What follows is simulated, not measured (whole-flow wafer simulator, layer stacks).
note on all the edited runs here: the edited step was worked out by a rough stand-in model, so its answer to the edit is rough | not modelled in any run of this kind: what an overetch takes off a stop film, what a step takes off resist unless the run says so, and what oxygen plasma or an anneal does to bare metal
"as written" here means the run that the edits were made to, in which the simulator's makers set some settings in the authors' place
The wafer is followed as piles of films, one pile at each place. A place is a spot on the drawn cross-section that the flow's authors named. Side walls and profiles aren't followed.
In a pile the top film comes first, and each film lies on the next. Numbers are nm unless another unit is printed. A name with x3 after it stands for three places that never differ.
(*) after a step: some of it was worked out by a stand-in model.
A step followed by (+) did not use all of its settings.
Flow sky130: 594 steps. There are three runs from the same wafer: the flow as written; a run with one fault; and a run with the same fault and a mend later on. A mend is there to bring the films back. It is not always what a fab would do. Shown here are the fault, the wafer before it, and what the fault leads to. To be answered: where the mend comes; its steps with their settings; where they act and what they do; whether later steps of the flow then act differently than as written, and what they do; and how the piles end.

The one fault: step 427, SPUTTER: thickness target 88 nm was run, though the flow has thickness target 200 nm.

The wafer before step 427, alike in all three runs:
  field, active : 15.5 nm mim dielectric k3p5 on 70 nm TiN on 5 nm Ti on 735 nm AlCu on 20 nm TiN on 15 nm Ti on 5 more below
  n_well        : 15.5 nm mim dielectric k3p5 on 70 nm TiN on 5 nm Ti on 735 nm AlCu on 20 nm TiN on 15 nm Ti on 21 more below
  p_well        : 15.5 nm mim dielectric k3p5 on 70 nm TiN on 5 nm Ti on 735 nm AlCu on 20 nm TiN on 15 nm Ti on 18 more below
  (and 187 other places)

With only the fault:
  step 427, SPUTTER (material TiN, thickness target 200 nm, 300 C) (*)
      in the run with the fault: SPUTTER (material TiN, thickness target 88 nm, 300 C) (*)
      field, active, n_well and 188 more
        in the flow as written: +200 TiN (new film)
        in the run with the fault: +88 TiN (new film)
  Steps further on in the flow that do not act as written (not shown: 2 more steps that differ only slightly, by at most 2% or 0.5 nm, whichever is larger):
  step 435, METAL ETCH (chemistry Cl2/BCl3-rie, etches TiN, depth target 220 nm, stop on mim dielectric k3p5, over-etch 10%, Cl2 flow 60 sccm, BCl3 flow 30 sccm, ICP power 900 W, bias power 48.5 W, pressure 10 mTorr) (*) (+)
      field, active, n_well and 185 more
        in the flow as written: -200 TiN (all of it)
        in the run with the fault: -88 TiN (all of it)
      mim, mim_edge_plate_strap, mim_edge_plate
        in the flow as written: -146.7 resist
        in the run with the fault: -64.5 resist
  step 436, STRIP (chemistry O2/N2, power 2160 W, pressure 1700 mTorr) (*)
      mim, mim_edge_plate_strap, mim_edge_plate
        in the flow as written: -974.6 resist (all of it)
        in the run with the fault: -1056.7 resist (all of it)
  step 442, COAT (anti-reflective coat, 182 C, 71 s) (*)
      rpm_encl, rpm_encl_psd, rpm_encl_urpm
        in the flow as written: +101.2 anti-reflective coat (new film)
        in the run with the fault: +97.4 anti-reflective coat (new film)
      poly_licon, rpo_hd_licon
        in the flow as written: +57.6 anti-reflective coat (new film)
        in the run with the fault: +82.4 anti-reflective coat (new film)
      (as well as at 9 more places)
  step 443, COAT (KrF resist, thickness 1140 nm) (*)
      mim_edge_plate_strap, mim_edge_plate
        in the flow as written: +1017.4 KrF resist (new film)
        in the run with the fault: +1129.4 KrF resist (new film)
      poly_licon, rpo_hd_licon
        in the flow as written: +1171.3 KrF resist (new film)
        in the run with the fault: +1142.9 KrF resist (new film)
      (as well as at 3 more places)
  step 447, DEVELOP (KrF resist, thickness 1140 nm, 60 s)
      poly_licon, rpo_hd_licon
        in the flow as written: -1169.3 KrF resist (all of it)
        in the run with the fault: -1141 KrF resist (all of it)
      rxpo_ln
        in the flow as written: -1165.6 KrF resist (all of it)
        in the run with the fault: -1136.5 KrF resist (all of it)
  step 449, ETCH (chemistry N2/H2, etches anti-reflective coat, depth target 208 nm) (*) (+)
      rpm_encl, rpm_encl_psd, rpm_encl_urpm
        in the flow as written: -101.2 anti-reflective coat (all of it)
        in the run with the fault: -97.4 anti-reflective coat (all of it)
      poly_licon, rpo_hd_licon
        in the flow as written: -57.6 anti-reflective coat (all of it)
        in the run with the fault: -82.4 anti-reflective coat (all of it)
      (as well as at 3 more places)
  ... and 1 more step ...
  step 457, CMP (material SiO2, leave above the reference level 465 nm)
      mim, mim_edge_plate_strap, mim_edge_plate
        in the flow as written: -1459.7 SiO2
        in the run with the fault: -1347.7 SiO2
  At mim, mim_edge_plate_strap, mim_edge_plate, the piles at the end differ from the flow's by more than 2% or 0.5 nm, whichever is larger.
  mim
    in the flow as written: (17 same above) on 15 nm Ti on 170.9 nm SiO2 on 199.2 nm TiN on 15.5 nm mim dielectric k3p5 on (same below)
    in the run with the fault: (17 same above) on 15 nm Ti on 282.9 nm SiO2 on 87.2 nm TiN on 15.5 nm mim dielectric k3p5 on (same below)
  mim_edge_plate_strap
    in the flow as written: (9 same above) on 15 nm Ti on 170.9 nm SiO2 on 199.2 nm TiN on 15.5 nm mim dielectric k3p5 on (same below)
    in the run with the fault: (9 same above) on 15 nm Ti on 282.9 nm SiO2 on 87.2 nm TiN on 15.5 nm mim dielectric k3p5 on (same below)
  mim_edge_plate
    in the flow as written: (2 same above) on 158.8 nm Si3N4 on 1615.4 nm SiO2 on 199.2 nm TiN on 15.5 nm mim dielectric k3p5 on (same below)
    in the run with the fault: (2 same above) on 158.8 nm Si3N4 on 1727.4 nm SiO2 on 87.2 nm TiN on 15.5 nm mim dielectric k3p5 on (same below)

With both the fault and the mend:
  The mend follows step 434.
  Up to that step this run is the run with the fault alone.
  step 434a, STRIP (chemistry O2/N2, power 2160 W, pressure 1700 mTorr) (*)
      mim, mim_edge_plate_strap, mim_edge_plate
        -1121.3 resist (all of it)
  step 434b, SPUTTER (material TiN, thickness target 112 nm, 300 C) (*) (the flow's step 427 again, with other settings)
      field, active, n_well and 188 more
        +112 TiN
  step 434c, HMDS (120 C, 60 s) (the flow's step 429 again)
      does not change any film at any place that is followed
  step 434d, COAT (resist, thickness 1140 nm) (the flow's step 430 again)
      field, active, n_well and 186 more
        +1140 resist (new film)
      m1, via2_hole
        +1140.6 resist (new film)
  step 434e, SOFTBAKE (resist) (the flow's step 431 again)
      does not change any film at any place that is followed
  step 434f, EXPOSE (photomask CAPM, dose 177.7 mJ/cm2, NA 0.6, wavelength 365 nm) (*) (the flow's step 432 again)
      does not change any film at any place that is followed
  step 434g, PEB (resist, 70.3 s) (the flow's step 433 again)
      field, active, n_well and 188 more
        -18.7 resist
  step 434h, DEVELOP (resist, thickness 1140 nm, developer TMAH-0.26N, 60 s) (the flow's step 434 again)
      field, active, n_well and 183 more
        -1121.3 resist (all of it)
      m1, via2_hole
        -1121.9 resist (all of it)
  None of the later steps of the flow acts differently than as written at any place that is followed.
  By the end, the piles equal the flow's at every place that both follow.
